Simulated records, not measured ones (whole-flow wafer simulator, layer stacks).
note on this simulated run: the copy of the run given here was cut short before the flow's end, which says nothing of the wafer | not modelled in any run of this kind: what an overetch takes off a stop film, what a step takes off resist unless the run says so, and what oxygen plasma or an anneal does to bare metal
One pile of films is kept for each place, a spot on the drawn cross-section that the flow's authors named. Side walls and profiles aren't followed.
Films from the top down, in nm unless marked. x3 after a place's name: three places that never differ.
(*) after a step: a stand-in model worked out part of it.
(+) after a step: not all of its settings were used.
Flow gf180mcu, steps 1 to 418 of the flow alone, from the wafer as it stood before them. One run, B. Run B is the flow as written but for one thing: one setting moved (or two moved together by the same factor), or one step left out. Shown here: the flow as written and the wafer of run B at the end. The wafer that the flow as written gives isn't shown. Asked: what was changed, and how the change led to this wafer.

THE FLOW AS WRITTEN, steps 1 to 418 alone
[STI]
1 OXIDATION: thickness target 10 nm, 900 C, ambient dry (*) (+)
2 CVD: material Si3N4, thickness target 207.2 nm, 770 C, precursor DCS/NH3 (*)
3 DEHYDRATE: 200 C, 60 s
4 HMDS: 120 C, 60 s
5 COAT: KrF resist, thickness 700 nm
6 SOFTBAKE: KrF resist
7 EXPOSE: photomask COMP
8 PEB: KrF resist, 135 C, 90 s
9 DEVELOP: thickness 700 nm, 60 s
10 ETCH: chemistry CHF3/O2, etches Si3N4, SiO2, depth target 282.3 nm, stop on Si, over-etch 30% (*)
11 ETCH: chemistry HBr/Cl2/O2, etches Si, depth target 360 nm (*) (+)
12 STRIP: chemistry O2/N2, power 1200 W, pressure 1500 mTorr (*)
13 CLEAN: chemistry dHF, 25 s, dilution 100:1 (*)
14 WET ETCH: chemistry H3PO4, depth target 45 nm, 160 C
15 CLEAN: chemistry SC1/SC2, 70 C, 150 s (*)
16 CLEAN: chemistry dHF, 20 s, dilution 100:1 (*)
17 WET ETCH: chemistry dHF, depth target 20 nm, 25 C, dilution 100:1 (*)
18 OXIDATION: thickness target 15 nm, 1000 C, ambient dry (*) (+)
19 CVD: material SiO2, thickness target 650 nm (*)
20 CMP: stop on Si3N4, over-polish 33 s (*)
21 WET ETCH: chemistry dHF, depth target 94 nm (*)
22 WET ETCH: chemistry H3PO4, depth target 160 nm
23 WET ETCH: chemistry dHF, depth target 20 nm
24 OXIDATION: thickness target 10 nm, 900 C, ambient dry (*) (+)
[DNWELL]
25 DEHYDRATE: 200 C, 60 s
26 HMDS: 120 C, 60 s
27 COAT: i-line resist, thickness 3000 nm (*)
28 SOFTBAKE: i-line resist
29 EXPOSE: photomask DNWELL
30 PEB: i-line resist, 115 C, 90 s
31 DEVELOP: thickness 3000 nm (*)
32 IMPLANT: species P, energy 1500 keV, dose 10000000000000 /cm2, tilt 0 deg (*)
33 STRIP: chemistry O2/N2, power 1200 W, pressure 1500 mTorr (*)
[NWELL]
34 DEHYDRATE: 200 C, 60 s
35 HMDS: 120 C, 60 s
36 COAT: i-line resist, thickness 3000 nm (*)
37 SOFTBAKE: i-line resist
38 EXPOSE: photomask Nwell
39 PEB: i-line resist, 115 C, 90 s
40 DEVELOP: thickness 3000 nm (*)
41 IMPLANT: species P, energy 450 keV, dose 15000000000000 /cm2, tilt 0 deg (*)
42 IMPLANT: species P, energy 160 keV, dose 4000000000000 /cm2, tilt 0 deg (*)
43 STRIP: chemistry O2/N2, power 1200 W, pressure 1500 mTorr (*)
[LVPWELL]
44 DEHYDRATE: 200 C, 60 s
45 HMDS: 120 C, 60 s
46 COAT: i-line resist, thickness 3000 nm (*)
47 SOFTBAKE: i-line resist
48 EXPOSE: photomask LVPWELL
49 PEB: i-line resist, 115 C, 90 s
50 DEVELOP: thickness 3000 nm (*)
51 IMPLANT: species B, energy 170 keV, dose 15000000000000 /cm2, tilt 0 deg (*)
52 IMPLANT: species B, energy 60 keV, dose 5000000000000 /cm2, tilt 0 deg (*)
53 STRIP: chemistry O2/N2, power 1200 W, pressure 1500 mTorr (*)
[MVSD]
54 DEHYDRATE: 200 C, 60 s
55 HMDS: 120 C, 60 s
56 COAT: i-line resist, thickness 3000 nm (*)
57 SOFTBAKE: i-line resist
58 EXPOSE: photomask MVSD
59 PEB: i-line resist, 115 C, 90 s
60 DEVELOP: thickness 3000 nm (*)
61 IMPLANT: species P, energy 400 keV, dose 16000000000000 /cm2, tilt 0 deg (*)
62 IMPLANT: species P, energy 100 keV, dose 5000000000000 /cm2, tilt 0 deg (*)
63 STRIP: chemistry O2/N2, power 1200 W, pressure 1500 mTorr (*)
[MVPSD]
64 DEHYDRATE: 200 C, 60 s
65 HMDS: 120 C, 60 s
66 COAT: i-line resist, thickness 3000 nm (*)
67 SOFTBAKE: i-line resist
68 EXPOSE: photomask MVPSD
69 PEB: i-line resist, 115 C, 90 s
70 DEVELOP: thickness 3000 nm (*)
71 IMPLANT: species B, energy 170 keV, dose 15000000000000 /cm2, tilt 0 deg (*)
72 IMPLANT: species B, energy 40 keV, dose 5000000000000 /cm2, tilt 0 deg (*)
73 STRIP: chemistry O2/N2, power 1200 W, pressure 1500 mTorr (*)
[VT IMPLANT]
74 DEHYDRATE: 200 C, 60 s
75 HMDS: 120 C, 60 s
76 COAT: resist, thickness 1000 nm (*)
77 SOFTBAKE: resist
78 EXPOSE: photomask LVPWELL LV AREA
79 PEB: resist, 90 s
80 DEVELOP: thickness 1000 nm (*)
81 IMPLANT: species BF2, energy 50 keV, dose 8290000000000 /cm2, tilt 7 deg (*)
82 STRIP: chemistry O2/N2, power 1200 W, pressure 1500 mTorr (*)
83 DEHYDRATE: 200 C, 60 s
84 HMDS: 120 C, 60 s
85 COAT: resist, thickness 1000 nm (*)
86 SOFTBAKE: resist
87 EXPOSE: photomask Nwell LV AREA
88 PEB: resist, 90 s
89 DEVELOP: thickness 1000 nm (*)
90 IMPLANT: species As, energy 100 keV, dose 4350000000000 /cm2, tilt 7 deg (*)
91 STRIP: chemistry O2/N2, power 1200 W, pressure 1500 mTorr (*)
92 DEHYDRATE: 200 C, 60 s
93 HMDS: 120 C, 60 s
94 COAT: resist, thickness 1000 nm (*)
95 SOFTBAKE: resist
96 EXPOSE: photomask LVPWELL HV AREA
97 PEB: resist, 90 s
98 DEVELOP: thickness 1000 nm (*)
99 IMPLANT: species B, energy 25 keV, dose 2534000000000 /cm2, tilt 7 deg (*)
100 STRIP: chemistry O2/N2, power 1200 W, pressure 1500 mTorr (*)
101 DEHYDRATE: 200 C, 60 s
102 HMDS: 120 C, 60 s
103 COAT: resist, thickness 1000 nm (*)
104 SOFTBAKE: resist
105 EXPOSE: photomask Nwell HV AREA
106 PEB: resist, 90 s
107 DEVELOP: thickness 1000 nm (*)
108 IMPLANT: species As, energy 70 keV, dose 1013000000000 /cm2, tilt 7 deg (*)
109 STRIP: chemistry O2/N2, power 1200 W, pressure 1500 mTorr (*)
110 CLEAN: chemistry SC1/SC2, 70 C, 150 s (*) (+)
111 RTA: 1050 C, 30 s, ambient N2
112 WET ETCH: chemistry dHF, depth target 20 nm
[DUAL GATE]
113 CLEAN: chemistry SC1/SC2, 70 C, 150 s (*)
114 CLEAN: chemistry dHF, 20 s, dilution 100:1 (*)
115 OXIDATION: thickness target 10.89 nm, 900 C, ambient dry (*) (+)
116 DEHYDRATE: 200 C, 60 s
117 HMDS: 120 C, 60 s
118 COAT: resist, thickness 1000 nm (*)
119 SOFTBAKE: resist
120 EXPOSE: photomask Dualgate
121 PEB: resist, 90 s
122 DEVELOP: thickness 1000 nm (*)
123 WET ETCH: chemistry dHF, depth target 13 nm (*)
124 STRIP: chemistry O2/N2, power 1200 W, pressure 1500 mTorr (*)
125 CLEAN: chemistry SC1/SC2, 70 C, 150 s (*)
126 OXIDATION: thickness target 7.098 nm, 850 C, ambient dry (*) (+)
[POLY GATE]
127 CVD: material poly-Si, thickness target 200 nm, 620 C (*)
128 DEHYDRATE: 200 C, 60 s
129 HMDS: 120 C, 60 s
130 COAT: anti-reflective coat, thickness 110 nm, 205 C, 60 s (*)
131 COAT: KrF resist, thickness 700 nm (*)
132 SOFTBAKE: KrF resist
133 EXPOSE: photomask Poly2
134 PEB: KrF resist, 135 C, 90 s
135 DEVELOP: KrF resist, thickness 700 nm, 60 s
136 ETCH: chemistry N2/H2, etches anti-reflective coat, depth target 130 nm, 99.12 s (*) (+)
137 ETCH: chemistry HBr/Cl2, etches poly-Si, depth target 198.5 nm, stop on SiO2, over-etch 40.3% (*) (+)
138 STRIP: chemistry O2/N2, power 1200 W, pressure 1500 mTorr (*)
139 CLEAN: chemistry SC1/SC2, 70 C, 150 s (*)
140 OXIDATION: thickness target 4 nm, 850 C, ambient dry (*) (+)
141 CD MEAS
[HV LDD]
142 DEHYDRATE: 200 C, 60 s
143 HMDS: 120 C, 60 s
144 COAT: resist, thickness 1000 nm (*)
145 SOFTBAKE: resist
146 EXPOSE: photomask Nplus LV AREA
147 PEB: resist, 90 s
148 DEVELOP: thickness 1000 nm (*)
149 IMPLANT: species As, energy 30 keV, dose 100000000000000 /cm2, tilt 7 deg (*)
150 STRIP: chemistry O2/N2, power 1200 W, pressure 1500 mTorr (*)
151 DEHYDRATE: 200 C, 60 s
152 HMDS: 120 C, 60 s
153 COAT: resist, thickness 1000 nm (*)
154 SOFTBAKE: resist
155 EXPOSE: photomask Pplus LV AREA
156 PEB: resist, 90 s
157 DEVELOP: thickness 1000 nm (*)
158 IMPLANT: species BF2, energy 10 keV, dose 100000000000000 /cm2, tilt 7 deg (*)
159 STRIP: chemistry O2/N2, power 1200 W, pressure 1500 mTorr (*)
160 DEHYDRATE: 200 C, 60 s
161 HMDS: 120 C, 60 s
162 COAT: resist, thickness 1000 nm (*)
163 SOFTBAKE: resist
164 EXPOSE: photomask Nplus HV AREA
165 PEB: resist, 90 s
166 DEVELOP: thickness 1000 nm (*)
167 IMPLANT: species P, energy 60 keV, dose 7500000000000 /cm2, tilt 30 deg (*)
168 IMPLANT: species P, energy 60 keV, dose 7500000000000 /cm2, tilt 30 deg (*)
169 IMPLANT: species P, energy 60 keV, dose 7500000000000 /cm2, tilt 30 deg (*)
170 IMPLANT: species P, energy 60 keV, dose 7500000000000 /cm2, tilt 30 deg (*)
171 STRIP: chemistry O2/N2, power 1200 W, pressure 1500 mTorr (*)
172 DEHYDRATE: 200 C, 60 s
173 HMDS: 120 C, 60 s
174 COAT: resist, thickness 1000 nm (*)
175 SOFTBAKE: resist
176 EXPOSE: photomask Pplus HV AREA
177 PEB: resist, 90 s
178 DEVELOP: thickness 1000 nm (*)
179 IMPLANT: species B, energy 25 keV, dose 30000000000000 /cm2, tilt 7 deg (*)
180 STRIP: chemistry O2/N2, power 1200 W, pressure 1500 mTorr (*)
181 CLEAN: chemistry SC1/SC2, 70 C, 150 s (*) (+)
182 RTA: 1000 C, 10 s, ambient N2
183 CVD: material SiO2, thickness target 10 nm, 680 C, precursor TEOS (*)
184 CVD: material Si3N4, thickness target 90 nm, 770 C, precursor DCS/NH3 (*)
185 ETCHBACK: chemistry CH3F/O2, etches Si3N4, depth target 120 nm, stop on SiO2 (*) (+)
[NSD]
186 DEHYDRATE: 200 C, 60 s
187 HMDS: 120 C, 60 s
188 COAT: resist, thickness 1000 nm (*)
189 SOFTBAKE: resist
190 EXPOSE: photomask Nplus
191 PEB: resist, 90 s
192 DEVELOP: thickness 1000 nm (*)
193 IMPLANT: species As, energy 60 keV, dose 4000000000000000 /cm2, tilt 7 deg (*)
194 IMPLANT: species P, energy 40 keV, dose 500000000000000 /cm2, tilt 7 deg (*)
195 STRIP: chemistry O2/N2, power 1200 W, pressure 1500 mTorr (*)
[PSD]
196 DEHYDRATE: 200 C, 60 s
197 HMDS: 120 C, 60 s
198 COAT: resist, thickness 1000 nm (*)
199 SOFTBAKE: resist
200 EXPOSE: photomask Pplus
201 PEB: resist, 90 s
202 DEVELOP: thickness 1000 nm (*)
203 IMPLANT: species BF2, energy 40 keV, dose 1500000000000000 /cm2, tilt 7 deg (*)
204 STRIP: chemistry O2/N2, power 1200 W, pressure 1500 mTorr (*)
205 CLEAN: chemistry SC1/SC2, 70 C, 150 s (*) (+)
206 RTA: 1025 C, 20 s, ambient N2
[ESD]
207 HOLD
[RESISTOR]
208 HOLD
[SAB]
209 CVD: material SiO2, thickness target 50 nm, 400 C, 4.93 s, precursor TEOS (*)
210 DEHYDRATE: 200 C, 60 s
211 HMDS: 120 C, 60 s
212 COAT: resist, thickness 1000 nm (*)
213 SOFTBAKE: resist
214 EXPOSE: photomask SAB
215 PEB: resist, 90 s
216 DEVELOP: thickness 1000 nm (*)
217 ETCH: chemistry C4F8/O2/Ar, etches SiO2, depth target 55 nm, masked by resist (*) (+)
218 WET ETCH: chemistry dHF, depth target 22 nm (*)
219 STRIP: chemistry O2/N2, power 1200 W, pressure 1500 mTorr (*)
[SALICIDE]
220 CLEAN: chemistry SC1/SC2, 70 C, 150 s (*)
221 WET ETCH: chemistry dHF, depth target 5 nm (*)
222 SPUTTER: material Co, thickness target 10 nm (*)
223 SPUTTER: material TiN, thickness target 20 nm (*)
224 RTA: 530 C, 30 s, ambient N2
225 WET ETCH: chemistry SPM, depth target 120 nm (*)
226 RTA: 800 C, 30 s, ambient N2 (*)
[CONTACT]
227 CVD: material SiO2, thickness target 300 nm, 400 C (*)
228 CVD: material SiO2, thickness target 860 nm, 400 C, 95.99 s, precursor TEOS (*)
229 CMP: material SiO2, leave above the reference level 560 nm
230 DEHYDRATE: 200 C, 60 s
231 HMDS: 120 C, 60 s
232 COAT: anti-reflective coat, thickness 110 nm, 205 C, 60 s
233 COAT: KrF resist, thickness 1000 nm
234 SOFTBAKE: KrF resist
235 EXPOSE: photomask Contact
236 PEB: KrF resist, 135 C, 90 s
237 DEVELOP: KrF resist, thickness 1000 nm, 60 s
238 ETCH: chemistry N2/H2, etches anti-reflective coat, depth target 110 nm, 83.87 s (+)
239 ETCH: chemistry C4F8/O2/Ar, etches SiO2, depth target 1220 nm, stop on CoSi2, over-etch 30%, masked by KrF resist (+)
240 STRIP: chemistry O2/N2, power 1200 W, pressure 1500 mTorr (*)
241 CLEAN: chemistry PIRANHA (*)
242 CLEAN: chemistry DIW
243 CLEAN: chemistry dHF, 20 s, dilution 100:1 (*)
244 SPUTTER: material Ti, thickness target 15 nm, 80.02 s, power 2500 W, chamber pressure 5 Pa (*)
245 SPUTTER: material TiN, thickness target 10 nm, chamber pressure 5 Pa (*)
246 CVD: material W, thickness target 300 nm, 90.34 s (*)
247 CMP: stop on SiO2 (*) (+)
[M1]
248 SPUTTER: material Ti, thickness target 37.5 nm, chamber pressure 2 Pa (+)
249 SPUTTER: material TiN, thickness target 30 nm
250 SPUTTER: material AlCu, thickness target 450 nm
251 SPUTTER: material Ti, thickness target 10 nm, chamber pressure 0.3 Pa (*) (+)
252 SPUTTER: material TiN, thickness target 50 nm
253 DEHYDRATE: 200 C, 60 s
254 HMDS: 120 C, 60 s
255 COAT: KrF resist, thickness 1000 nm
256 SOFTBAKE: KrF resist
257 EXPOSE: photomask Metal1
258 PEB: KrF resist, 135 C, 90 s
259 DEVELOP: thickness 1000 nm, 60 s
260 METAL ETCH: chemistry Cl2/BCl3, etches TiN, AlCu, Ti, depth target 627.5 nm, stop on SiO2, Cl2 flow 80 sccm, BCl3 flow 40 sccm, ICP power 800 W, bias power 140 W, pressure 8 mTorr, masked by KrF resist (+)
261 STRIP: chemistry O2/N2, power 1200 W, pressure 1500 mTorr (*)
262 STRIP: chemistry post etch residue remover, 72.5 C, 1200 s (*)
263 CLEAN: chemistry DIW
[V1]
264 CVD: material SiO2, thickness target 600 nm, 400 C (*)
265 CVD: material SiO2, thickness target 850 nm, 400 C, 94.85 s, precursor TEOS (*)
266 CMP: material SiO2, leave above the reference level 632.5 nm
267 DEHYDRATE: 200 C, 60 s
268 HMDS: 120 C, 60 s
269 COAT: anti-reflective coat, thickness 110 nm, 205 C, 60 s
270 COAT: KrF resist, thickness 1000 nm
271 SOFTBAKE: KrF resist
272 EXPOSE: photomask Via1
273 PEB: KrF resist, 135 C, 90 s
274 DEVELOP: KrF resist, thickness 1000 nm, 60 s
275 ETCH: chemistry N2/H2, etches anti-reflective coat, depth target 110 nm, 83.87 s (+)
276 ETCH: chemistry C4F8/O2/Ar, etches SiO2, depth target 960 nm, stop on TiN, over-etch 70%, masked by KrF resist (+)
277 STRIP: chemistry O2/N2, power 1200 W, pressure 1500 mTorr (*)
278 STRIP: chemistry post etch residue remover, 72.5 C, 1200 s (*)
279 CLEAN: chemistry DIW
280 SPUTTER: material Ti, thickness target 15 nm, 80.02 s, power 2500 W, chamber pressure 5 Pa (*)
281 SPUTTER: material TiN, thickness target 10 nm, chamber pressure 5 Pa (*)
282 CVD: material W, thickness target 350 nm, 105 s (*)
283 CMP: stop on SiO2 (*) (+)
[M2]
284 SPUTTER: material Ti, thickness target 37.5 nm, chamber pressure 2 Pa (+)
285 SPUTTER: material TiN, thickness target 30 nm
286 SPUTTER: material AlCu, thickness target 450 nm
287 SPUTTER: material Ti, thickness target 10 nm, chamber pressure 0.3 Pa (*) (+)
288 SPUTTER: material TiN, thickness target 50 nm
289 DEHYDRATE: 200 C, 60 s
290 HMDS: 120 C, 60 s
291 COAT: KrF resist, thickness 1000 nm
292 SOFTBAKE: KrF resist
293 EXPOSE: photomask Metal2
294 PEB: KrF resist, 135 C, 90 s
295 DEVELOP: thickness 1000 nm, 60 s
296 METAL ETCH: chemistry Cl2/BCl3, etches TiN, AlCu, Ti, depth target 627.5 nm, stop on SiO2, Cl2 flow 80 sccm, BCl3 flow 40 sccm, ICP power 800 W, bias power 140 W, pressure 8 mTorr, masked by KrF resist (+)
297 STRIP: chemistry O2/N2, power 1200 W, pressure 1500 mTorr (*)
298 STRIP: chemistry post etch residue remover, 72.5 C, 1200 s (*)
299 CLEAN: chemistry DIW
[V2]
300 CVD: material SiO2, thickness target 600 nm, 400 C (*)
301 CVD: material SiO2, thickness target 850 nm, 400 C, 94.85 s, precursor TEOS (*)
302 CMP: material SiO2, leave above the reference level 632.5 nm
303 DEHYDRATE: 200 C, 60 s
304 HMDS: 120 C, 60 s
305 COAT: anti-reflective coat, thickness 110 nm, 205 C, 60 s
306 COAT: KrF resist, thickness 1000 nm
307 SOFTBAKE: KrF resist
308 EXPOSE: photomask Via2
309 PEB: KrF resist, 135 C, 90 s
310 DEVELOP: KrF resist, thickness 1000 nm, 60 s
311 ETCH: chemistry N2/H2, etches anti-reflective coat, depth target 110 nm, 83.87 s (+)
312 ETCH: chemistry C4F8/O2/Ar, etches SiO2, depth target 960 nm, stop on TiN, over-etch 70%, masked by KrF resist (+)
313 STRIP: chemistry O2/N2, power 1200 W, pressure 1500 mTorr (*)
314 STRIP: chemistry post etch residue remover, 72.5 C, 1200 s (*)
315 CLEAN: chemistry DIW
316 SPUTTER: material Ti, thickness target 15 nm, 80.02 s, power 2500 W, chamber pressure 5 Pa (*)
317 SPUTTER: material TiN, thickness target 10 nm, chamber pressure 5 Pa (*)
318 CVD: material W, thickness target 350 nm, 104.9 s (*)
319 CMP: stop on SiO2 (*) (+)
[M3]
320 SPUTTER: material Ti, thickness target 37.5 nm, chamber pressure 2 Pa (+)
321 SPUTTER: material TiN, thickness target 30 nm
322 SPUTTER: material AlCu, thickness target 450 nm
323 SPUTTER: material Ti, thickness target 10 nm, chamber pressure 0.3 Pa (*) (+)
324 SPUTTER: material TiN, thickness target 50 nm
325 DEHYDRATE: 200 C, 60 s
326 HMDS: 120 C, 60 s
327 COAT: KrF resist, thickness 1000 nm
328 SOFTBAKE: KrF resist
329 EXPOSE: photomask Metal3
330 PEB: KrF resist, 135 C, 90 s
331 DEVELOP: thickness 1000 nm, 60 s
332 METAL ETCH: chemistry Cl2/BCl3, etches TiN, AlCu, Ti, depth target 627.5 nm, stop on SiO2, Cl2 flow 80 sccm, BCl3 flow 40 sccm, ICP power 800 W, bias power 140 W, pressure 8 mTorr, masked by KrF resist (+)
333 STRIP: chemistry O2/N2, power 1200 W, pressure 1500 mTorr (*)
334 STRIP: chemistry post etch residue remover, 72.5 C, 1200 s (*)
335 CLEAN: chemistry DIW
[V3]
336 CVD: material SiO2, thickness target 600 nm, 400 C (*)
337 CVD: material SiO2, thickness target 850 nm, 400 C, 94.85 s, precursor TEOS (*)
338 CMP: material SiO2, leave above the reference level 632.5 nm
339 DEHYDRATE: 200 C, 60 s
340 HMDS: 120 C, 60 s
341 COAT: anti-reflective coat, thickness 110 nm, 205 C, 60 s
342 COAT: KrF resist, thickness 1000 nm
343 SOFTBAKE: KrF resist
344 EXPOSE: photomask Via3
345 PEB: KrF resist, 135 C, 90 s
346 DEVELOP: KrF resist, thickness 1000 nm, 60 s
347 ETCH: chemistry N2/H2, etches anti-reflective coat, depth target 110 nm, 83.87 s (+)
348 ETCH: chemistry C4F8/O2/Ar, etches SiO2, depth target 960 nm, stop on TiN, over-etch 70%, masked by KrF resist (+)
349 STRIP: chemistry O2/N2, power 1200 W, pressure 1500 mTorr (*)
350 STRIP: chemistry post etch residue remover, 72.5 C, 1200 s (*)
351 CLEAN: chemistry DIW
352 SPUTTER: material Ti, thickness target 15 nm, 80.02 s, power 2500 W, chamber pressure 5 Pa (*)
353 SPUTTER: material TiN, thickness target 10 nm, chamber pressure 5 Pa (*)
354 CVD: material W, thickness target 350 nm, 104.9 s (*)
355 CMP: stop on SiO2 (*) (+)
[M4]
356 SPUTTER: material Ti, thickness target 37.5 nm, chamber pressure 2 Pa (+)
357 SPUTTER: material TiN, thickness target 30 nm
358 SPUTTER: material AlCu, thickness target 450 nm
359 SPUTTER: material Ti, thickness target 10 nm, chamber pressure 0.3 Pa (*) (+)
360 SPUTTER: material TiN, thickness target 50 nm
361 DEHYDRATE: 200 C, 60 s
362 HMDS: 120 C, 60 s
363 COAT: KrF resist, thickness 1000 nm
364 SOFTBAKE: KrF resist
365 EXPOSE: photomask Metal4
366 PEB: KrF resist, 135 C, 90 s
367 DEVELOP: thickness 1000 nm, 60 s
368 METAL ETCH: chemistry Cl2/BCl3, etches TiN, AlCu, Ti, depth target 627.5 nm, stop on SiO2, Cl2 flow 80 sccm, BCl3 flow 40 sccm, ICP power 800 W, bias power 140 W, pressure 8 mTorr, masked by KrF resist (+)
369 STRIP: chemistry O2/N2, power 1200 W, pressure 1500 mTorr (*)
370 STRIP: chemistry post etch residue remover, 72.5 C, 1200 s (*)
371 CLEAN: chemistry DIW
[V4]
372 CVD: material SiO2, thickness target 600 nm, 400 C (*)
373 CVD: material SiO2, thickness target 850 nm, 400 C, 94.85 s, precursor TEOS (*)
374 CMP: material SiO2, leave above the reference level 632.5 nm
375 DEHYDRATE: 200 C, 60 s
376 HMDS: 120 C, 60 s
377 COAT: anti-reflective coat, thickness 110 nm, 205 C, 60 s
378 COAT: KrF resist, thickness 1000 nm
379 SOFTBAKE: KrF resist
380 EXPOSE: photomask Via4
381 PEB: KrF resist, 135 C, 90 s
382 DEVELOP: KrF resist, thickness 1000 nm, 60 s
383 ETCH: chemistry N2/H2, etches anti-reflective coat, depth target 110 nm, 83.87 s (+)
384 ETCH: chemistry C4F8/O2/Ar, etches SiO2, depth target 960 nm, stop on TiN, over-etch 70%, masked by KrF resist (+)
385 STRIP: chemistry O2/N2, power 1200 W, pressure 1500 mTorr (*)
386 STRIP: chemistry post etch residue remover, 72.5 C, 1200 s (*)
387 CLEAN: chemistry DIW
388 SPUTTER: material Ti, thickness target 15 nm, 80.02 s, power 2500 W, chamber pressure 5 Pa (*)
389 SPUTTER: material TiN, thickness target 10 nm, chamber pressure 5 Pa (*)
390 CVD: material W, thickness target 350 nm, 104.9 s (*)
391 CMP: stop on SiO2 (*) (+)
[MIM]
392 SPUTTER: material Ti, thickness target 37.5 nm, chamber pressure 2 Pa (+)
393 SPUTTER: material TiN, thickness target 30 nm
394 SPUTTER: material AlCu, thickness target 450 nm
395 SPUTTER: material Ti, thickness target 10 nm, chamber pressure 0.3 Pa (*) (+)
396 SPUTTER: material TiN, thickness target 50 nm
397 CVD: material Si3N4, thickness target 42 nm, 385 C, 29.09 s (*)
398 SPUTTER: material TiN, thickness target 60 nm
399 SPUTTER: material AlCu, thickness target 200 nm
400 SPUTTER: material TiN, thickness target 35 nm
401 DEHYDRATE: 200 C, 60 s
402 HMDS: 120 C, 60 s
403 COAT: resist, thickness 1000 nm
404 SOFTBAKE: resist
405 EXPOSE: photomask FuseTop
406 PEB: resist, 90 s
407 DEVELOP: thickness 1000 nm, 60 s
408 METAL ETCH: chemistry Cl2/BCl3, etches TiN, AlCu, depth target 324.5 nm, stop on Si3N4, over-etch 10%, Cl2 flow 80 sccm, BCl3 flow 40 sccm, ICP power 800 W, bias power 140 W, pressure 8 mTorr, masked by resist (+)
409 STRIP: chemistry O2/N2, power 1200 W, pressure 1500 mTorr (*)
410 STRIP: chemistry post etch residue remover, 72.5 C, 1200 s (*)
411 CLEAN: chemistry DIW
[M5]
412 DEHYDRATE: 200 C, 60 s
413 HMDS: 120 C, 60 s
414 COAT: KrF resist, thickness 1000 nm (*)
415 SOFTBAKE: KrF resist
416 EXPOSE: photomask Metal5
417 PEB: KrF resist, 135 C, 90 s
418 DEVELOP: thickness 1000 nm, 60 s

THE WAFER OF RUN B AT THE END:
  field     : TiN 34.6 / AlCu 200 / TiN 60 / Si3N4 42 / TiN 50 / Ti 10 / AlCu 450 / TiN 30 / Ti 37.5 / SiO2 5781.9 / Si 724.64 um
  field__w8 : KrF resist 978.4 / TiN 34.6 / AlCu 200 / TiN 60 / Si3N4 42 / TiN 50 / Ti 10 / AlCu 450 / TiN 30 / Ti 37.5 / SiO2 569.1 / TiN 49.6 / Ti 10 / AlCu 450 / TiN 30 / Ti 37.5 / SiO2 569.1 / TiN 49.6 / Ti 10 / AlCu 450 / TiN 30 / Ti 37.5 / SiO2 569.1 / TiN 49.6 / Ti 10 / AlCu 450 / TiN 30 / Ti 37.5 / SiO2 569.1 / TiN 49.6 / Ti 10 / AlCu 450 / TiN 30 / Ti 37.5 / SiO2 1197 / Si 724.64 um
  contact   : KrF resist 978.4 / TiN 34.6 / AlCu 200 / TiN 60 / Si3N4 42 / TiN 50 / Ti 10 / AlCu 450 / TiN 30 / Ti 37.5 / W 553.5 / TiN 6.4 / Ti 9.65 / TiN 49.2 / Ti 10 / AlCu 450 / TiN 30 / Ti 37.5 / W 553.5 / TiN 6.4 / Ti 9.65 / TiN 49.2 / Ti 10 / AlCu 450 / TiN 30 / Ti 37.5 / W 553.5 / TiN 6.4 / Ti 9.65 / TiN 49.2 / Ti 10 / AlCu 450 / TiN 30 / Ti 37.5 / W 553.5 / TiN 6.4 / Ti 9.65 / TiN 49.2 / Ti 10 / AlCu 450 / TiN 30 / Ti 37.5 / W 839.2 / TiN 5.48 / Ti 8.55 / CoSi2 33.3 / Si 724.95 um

The cause: step 408, METAL ETCH: chemistry Cl2/BCl3, etches TiN, AlCu, depth target 324.5 nm, stop on Si3N4, over-etch 10%, Cl2 flow 80 sccm, BCl3 flow 40 sccm, ICP power 800 W, bias power 140 W, pressure 8 mTorr, masked by resist (+), was left out.

How the change led to this, step by step:
  409 STRIP: chemistry O2/N2, power 1200 W, pressure 1500 mTorr (*)
      mim: resist -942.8 (all of it) (as written it would be: resist -813 (all of it))
  414 COAT: KrF resist, thickness 1000 nm (*)
      field__w4: KrF resist +1000 (new film) (as written it would be: KrF resist +1043.2 (new film))
      field__w7: KrF resist +1000 (new film) (as written it would be: KrF resist +1026.7 (new film))
      (and at 5 more places)
  417 PEB: KrF resist, 135 C, 90 s
      field__w11: KrF resist -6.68 (as written it would be: KrF resist -7.3)
      mim: KrF resist -6.68 (as written it would be: KrF resist -4.19)
  418 DEVELOP: thickness 1000 nm, 60 s
      field__w7: KrF resist -993.3 (all of it) (as written it would be: KrF resist -1019.8 (all of it))
      field__w11: KrF resist -993.3 (all of it) (as written it would be: KrF resist -1046.7 (all of it))
      (and at 3 more places)
Counting metal films that touch as one body, field has 2 bodies (between them, from the top down: Si3N4 42); the flow as written gives 1 body.
Counting metal films that touch as one body, field__w8 has 6 bodies (between them, from the top down: Si3N4 42; SiO2 569.1; SiO2 569.1; SiO2 569.1; SiO2 569.1); the flow as written gives 5 bodies (between them, from the top down: SiO2 569.1; SiO2 569.1; SiO2 569.1; SiO2 569.1).
Counting metal films that touch as one body, contact has 2 bodies (between them, from the top down: Si3N4 42); the flow as written gives 1 body.
